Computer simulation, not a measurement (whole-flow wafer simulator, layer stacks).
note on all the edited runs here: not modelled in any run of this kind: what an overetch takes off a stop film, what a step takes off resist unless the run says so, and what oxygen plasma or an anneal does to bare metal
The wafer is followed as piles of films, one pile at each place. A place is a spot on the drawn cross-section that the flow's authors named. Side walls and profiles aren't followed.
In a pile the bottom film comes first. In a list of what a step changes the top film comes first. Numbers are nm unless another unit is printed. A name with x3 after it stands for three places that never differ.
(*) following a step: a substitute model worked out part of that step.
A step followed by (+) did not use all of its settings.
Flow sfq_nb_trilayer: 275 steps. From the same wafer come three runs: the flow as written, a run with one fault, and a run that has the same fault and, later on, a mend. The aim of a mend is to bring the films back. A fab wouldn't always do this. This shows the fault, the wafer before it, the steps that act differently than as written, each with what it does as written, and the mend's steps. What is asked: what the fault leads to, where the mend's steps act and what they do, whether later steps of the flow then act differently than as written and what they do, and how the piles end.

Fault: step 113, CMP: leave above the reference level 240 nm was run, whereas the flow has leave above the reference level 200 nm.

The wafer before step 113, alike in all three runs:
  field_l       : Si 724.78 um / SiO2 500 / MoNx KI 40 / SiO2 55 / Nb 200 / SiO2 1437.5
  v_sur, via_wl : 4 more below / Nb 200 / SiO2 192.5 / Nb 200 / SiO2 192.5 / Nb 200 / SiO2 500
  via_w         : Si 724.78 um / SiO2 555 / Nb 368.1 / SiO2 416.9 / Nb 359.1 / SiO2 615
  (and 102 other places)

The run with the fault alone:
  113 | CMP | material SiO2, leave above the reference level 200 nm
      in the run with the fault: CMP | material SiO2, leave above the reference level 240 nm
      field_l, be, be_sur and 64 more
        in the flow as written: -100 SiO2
        in the run with the fault: -60 SiO2
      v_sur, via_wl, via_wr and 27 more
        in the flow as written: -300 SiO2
        in the run with the fault: -260 SiO2
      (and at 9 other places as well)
  Steps further on in the flow that do not act as written (3 more steps, not shown, differ only slightly: by at most 2% or 0.5 nm, whichever is larger):
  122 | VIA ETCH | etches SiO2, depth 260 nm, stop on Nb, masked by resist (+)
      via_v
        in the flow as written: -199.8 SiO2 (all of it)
        in the run with the fault: -239.8 SiO2 (all of it)
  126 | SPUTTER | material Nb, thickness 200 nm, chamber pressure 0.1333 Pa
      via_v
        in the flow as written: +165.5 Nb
        in the run with the fault: +157 Nb
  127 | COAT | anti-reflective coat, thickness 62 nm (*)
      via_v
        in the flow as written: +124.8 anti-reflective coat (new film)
        in the run with the fault: +133.4 anti-reflective coat (new film)
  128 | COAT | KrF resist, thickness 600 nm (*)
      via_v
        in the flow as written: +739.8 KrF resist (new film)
        in the run with the fault: +773 KrF resist (new film)
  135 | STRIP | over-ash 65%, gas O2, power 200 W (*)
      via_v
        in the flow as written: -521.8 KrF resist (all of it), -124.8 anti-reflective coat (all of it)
        in the run with the fault: -555 KrF resist (all of it), -133.4 anti-reflective coat (all of it)
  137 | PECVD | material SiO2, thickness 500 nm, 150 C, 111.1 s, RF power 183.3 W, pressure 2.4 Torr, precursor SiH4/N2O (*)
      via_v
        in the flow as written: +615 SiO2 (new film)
        in the run with the fault: +663.6 SiO2 (new film)
  The piles end different from the flow's at v_sur, via_wl, via_w and 74 more by more than 2% or 0.5 nm, whichever is larger.
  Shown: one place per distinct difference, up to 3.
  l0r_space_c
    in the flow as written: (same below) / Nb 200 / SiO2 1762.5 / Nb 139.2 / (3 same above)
    in the run with the fault: (same below) / Nb 200 / SiO2 1802.5 / Nb 139.2 / (3 same above)
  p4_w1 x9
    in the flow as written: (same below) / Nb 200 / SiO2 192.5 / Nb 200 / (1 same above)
    in the run with the fault: (same below) / Nb 200 / SiO2 232.5 / Nb 200 / (1 same above)
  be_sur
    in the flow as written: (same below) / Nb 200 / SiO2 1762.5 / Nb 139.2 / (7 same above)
    in the run with the fault: (same below) / Nb 200 / SiO2 1802.5 / Nb 139.2 / (7 same above)

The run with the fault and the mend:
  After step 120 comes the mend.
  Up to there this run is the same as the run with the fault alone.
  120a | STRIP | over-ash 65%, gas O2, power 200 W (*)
      field_l, v_sur, via_wl and 102 more
        -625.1 KrF resist (all of it), -62 anti-reflective coat (all of it)
      via_v
        -62 anti-reflective coat (all of it)
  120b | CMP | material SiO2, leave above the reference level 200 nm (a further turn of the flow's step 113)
      field_l, v_sur, via_wl and 103 more
        -40 SiO2
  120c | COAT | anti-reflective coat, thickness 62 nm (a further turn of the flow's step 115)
      field_l, v_sur, via_wl and 103 more
        +62 anti-reflective coat (new film)
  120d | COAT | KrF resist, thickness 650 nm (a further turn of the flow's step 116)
      field_l, v_sur, via_wl and 103 more
        +650 KrF resist (new film)
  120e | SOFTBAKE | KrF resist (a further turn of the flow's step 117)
      alters no film at any place that is followed
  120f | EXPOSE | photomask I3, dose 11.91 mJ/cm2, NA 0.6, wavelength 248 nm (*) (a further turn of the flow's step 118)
      alters no film at any place that is followed
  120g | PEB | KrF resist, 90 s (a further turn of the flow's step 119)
      field_l, v_sur, via_wl and 103 more
        -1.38 KrF resist
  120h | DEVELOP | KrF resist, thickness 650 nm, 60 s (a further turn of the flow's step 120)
      field_l, v_sur, via_wl and 102 more
        -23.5 KrF resist
      via_v
        -648.6 KrF resist (all of it)
  Every later step of the flow that is run acts as written at every place that is followed.
  By the end, the piles equal the flow's at every place that both follow.
